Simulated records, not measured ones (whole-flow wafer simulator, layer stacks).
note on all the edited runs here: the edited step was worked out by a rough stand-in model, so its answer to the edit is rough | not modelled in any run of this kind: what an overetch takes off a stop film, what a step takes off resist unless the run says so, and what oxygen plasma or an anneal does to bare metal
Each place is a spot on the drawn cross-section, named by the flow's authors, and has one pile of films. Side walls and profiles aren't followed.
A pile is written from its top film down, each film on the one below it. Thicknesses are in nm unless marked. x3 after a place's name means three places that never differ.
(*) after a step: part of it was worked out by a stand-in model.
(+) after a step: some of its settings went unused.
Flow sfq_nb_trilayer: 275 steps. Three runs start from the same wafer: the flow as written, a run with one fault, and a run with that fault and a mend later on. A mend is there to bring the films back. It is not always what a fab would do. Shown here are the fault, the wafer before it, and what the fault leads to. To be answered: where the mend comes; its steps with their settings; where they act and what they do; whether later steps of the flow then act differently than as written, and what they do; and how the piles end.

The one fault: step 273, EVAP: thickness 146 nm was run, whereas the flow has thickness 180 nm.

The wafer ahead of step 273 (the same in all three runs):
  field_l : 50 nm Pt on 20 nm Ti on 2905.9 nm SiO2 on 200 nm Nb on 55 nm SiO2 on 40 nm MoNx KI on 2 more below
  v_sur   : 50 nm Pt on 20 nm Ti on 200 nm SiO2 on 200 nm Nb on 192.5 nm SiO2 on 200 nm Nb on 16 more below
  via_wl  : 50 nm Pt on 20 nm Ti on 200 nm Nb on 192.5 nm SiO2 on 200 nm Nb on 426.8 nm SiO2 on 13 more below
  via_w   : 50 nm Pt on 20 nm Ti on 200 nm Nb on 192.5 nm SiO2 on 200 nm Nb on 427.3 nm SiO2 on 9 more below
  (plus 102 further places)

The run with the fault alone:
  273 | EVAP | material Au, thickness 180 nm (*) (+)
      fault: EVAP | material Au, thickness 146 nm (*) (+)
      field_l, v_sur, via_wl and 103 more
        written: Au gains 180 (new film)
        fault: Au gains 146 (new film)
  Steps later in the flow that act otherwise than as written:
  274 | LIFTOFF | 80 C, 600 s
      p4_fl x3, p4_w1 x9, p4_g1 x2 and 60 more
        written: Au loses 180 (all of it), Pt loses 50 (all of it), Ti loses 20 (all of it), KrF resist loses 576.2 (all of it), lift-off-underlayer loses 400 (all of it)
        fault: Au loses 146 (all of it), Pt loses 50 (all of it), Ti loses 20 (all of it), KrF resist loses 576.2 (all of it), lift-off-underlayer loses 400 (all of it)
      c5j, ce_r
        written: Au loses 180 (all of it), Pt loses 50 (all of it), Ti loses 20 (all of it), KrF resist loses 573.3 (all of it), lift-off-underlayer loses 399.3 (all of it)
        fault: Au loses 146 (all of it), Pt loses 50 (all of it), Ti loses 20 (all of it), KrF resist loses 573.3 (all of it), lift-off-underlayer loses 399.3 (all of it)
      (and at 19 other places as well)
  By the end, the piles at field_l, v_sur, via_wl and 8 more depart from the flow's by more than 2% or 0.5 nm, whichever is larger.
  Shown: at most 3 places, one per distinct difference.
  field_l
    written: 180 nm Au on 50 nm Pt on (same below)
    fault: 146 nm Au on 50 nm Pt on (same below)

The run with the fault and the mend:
  After step 273 comes the mend.
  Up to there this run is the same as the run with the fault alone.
  273a | EVAP | material Au, thickness 34 nm (*) (+) (the flow's step 273 again, with other settings)
      field_l, v_sur, via_wl and 103 more
        Au gains 34
  Later steps of the flow that are run all act as written at every place that is followed.
  By the end, the piles equal the flow's at every place that both follow.
